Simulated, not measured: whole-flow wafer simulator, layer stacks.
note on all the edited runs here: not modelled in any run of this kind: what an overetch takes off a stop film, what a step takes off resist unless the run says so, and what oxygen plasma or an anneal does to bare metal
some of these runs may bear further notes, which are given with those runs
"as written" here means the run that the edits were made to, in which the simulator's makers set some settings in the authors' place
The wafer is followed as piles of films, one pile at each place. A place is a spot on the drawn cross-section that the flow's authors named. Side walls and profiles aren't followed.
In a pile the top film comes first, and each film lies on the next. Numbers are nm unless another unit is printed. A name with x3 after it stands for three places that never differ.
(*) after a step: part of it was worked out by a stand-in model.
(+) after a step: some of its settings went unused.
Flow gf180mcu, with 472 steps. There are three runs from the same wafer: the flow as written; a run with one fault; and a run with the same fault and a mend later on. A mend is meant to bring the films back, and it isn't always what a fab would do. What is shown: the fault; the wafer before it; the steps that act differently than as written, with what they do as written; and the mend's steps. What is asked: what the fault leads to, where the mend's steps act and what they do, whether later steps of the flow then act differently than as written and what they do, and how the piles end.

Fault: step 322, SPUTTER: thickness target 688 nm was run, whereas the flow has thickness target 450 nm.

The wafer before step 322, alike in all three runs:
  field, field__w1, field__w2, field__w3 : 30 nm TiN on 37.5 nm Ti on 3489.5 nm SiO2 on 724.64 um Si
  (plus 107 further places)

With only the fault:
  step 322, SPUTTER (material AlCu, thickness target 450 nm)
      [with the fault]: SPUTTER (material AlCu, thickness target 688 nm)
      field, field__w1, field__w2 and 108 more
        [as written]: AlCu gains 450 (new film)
        [with the fault]: AlCu gains 688 (new film)
  Steps later in the flow that act otherwise than as written:
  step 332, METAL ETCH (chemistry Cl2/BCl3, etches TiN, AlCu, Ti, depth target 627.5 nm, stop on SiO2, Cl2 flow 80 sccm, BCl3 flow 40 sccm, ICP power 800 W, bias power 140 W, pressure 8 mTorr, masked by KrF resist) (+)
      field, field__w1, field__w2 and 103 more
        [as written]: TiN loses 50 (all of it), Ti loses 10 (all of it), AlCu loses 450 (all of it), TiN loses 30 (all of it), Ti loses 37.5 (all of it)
        [with the fault]: TiN loses 50 (all of it), Ti loses 10 (all of it), AlCu loses 567.5
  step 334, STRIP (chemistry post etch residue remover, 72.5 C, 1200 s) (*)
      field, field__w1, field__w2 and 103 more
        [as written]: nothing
        [with the fault]: AlCu loses 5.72
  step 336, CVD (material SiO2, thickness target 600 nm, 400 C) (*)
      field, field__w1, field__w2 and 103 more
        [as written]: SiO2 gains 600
        [with the fault]: SiO2 gains 600 (new film)
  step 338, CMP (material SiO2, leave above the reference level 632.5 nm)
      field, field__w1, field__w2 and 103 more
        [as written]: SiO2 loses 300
        [with the fault]: SiO2 loses 244.3
  The piles end different from the flow's at field, field__w1, field__w2 and 109 more by more than 2% or 0.5 nm, whichever is larger.
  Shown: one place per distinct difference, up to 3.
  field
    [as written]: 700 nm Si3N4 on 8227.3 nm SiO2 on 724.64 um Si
    [with the fault]: 700 nm Si3N4 on 4793.5 nm SiO2 on 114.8 nm AlCu on 30 nm TiN on 37.5 nm Ti on 3489.5 nm SiO2 on 724.64 um Si
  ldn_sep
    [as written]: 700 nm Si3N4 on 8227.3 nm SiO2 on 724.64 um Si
    [with the fault]: 700 nm Si3N4 on 4793.5 nm SiO2 on 114.8 nm AlCu on 30 nm TiN on 37.5 nm Ti on 3489.4 nm SiO2 on 724.64 um Si
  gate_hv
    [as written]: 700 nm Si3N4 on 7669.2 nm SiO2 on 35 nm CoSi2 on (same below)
    [with the fault]: 700 nm Si3N4 on 4793.5 nm SiO2 on 114.8 nm AlCu on 30 nm TiN on 37.5 nm Ti on 2931.3 nm SiO2 on 35 nm CoSi2 on (same below)

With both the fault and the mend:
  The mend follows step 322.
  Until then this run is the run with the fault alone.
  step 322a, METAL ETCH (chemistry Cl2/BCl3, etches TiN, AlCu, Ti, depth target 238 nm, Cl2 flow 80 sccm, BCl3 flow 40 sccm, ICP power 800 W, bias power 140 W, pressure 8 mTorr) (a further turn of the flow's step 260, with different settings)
      field, field__w1, field__w2 and 108 more
        AlCu loses 238
  Every later step of the flow that is run acts as written at every place that is followed.
  At every place that both follow, the piles at the end match the flow's.
